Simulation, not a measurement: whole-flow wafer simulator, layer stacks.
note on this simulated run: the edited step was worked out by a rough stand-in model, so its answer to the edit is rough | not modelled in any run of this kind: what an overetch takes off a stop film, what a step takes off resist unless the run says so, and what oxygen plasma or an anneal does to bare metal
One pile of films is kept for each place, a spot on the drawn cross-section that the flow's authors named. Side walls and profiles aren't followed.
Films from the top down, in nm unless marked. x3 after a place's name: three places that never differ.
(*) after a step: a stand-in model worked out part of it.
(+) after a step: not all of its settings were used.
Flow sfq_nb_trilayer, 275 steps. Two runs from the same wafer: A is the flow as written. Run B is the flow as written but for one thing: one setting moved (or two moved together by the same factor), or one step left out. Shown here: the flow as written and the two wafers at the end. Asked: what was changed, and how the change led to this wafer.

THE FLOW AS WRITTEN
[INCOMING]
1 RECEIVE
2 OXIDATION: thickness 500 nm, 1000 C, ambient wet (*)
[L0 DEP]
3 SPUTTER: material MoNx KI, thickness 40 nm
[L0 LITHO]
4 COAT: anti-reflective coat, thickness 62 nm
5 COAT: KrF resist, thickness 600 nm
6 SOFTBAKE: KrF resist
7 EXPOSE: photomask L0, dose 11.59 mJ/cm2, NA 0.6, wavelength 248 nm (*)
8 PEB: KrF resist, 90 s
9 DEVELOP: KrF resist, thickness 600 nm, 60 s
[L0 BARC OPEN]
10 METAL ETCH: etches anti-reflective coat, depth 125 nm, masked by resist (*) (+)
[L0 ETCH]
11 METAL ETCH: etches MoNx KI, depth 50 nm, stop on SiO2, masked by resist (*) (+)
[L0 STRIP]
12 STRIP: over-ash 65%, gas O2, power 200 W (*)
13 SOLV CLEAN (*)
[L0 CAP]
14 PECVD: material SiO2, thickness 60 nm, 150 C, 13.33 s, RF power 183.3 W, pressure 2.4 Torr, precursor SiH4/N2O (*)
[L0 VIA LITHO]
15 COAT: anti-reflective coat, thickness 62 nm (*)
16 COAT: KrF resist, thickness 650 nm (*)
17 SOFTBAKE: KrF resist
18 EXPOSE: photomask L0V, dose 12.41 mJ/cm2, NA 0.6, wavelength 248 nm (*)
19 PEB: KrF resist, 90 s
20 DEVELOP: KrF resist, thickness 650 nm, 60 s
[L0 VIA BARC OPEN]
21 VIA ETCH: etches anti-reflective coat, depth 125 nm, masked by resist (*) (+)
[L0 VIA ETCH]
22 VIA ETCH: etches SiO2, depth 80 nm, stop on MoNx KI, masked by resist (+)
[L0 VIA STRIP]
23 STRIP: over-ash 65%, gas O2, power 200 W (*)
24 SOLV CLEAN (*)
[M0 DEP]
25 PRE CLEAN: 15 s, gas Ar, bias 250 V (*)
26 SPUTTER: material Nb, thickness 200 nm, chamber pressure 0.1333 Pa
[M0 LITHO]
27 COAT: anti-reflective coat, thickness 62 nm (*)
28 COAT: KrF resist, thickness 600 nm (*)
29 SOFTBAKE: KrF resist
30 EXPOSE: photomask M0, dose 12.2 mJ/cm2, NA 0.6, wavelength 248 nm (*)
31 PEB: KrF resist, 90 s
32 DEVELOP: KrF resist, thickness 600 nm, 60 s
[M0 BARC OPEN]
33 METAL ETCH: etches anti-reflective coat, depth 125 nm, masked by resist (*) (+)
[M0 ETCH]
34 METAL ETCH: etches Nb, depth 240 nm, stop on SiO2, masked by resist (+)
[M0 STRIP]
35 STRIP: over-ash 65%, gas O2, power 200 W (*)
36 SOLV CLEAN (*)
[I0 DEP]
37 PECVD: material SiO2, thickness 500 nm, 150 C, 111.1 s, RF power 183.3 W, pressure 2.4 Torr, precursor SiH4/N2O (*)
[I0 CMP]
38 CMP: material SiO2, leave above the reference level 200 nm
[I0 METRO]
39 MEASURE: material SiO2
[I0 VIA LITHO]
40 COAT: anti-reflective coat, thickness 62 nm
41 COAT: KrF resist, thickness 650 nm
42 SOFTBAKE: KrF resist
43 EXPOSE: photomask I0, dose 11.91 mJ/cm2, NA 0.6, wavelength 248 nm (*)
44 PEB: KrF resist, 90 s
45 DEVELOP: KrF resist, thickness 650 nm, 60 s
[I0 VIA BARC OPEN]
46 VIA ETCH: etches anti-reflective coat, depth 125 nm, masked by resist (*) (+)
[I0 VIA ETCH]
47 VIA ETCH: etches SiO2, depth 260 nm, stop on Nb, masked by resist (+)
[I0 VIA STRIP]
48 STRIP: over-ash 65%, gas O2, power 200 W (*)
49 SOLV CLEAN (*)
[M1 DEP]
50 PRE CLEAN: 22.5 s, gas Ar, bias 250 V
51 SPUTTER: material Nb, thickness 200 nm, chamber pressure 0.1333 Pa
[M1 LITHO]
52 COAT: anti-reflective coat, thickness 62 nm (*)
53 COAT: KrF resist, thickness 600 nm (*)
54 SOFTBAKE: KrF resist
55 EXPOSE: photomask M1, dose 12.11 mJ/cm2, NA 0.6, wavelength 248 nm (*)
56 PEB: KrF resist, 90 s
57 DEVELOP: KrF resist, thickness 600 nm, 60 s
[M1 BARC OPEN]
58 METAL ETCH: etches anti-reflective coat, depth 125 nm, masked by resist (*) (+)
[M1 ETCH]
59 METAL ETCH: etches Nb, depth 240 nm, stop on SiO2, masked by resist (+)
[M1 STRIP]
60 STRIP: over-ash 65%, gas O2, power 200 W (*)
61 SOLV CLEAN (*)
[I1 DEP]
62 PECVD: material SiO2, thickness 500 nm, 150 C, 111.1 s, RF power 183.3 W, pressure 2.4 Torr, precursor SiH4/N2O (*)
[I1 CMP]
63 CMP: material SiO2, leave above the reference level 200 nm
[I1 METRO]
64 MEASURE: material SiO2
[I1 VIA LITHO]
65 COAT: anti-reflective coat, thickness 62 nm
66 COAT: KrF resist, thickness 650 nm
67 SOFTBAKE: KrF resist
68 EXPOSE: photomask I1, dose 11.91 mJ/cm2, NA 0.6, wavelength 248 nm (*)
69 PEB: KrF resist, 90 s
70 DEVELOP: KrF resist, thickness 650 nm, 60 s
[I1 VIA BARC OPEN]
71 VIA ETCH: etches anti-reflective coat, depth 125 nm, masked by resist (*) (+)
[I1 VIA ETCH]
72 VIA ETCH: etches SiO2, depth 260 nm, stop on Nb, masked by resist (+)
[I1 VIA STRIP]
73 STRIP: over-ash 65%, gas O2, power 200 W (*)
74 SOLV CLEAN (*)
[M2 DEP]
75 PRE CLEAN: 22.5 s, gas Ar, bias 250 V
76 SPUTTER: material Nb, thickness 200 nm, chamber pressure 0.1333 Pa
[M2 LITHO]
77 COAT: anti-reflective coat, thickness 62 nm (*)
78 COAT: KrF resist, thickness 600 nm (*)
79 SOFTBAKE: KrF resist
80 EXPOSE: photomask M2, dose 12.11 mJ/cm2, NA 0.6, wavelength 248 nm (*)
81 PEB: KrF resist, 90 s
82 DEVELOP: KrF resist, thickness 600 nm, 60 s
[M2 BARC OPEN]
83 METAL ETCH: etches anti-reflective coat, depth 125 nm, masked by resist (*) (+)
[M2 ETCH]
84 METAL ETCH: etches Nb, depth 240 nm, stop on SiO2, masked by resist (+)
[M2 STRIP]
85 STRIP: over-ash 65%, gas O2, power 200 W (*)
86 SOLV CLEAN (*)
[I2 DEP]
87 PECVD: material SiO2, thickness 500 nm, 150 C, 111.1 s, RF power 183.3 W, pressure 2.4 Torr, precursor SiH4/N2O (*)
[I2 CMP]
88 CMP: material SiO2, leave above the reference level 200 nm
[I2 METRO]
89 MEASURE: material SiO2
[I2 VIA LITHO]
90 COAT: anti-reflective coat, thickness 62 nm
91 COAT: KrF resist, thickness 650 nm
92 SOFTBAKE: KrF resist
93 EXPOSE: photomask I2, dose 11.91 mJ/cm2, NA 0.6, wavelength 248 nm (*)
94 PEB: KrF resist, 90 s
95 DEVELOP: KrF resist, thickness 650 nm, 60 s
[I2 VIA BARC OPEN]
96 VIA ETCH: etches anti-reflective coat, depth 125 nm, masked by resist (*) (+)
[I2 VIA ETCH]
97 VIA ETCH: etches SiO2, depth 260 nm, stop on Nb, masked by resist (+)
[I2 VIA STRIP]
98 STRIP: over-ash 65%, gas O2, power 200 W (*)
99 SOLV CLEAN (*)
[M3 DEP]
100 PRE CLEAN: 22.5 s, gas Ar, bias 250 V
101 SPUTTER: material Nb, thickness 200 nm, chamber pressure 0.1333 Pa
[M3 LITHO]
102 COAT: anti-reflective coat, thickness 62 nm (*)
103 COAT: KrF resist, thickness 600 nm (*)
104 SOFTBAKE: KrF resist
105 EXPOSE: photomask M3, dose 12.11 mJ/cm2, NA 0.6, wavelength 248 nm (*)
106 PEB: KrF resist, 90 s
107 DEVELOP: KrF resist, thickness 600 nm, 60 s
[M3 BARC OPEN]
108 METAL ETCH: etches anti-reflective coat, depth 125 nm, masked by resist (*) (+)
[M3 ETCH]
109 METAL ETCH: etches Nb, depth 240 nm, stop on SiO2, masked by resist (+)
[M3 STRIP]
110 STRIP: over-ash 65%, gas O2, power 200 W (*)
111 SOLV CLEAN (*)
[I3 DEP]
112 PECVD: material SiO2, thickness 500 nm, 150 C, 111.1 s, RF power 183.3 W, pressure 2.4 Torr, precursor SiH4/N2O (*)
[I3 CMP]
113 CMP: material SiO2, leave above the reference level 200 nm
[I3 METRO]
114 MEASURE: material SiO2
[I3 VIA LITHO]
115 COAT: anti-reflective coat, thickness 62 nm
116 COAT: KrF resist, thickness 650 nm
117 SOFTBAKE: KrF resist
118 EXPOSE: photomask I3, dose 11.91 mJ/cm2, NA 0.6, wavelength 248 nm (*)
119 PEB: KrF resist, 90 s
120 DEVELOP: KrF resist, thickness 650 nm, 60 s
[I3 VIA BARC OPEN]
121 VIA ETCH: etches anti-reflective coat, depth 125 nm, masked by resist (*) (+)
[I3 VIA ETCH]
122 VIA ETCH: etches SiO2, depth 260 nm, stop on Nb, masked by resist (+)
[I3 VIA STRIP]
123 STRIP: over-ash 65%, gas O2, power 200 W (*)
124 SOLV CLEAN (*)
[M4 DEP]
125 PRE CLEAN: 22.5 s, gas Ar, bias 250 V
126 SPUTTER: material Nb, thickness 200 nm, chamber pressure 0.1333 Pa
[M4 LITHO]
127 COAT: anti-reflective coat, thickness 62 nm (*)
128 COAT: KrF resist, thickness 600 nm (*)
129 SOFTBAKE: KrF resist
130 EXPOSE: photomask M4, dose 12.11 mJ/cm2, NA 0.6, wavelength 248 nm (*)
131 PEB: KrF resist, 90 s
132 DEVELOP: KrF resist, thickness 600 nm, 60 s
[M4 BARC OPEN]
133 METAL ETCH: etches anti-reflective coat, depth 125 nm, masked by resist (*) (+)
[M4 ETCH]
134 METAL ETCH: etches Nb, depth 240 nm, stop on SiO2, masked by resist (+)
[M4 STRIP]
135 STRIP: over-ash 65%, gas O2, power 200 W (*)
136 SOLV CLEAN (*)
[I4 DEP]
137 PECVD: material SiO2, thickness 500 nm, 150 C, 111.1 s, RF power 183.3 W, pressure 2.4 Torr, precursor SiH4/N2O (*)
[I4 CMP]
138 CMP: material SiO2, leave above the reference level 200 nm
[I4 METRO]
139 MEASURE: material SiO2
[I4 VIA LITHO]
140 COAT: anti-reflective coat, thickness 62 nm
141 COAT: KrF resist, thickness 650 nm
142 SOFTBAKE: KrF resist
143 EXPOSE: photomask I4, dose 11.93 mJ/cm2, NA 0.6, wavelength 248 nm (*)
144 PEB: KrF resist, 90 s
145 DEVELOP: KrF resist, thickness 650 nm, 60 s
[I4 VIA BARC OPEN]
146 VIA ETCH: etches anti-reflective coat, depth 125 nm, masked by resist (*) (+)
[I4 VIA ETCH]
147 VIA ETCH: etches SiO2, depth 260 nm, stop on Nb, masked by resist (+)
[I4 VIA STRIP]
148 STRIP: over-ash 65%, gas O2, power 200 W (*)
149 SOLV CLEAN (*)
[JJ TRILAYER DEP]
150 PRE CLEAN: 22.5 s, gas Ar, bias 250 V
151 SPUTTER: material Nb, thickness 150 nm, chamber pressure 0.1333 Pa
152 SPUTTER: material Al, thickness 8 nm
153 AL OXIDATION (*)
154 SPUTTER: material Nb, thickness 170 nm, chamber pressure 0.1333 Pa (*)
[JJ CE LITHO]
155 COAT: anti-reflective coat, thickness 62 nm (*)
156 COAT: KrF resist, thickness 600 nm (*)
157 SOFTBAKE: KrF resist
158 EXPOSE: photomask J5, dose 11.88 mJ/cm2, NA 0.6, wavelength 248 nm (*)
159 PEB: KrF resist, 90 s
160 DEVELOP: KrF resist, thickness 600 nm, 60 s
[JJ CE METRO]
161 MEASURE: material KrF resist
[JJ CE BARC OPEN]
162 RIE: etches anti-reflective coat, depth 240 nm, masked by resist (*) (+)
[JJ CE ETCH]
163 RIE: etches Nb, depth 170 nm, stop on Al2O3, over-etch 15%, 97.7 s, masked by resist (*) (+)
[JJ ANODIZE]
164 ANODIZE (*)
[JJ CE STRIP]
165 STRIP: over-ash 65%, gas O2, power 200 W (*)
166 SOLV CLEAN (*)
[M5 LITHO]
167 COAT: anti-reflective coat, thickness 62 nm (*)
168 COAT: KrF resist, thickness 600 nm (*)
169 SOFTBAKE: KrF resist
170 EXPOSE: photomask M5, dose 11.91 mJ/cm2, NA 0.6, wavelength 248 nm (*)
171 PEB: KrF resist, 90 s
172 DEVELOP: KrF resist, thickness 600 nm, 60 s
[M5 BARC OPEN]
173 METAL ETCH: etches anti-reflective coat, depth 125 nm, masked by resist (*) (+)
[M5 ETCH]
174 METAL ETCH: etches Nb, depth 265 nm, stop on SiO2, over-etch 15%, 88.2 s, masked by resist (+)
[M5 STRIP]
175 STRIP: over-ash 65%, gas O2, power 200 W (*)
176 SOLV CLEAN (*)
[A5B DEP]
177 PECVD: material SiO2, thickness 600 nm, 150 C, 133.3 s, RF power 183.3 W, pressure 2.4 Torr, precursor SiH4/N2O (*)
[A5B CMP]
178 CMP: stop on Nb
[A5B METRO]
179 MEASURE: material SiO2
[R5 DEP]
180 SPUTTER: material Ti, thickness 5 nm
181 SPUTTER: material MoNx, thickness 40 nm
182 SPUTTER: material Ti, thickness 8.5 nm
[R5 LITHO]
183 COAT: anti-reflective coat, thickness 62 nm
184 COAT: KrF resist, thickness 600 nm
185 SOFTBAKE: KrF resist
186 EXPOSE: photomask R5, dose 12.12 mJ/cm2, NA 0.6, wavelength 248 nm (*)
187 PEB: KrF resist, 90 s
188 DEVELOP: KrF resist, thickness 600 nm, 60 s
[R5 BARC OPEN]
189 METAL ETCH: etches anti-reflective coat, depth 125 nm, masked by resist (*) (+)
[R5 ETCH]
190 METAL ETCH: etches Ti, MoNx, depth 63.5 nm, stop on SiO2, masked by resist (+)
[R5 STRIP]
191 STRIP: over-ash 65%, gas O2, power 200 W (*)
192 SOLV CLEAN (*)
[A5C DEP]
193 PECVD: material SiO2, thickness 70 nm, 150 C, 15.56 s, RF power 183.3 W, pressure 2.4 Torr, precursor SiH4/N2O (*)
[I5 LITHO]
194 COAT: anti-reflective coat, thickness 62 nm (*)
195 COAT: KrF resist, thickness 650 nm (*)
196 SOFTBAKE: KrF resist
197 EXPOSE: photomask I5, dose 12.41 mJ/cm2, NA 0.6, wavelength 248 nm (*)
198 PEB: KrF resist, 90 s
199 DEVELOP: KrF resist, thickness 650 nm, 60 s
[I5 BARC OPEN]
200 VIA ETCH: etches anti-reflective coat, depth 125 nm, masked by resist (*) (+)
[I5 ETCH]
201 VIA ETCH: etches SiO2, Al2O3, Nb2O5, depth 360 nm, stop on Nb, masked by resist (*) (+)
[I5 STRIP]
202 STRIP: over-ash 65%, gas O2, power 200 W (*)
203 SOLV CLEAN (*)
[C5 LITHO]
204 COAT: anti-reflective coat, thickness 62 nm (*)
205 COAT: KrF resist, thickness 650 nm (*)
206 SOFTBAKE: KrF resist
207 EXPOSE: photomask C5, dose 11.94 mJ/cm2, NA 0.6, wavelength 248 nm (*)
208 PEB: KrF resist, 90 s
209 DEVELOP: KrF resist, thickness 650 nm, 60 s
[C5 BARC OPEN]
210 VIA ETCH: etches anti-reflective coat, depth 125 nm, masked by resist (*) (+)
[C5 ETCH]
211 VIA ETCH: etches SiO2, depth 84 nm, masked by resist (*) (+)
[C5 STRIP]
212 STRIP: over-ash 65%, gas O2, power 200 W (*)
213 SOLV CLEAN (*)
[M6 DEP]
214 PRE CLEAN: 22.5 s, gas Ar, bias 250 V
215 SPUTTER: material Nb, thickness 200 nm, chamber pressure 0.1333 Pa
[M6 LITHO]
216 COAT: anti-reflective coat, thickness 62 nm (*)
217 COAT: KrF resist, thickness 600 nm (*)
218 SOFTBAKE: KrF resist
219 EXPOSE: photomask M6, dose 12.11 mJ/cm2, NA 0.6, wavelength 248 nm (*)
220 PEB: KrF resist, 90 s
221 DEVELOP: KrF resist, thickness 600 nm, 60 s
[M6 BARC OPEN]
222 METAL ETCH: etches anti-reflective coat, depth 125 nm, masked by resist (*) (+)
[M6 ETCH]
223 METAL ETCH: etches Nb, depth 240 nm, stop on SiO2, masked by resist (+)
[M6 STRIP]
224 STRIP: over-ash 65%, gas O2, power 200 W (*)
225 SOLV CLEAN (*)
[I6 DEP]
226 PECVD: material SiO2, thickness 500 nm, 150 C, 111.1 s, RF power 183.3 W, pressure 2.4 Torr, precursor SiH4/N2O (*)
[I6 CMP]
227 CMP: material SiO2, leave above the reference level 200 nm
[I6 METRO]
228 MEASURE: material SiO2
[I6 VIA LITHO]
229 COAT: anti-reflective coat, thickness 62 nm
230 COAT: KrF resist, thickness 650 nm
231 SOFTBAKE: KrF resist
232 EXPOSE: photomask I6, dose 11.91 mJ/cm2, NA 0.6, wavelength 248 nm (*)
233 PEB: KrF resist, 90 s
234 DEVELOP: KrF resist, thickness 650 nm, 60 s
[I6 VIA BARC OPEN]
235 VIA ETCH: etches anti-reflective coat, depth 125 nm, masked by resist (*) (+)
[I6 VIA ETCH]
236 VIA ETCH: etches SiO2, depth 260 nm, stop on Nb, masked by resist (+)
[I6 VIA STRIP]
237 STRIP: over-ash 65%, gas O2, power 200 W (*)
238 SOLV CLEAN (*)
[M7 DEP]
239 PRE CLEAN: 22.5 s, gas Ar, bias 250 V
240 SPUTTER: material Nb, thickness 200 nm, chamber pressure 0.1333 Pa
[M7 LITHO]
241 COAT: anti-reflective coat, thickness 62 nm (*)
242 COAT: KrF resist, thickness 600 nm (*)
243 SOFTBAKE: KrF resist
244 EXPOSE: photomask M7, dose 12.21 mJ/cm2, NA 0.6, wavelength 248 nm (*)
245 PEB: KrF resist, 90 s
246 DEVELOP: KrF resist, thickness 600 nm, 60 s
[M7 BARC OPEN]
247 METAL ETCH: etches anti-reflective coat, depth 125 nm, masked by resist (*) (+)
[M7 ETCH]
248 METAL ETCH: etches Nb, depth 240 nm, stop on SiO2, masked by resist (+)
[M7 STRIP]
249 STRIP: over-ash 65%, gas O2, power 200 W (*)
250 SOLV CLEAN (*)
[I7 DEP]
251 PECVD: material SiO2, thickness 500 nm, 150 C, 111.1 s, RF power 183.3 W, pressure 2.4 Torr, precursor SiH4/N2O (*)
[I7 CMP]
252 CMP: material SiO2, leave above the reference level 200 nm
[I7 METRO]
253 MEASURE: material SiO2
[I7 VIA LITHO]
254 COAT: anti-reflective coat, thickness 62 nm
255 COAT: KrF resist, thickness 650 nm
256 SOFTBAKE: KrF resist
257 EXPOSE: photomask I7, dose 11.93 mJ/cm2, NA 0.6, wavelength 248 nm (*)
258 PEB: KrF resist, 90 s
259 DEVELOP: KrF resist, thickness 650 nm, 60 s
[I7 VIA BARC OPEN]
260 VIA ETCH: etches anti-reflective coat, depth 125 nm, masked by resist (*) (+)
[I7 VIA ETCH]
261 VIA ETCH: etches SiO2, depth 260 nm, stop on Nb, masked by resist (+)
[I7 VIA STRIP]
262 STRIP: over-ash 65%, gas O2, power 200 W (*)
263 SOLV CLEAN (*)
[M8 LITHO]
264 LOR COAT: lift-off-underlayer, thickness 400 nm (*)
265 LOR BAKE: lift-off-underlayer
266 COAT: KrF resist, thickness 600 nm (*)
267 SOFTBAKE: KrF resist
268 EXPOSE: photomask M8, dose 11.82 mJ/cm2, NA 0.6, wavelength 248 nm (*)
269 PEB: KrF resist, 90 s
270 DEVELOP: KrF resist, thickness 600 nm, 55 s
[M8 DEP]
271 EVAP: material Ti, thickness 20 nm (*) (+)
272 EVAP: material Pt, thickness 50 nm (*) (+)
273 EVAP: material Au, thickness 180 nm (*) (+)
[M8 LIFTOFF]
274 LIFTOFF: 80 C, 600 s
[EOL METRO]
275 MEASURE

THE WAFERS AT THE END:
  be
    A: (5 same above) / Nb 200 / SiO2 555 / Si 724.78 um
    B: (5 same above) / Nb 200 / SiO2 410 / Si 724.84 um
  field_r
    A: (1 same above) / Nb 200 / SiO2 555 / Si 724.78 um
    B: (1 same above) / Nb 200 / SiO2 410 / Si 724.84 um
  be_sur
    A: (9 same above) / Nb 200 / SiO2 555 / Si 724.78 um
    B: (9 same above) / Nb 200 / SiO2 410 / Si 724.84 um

The cause: step 2, OXIDATION: thickness 355 nm was run, where the flow has thickness 500 nm.

How the change led to this, step by step:
  2 OXIDATION: thickness 500 nm, 1000 C, ambient wet (*)
      field_l, v_sur, via_wl and 103 more: A SiO2 +500 (new film), chemical SiO2 -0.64 (all of it), Si -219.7 | B SiO2 +355 (new film), chemical SiO2 -0.64 (all of it), Si -155.9
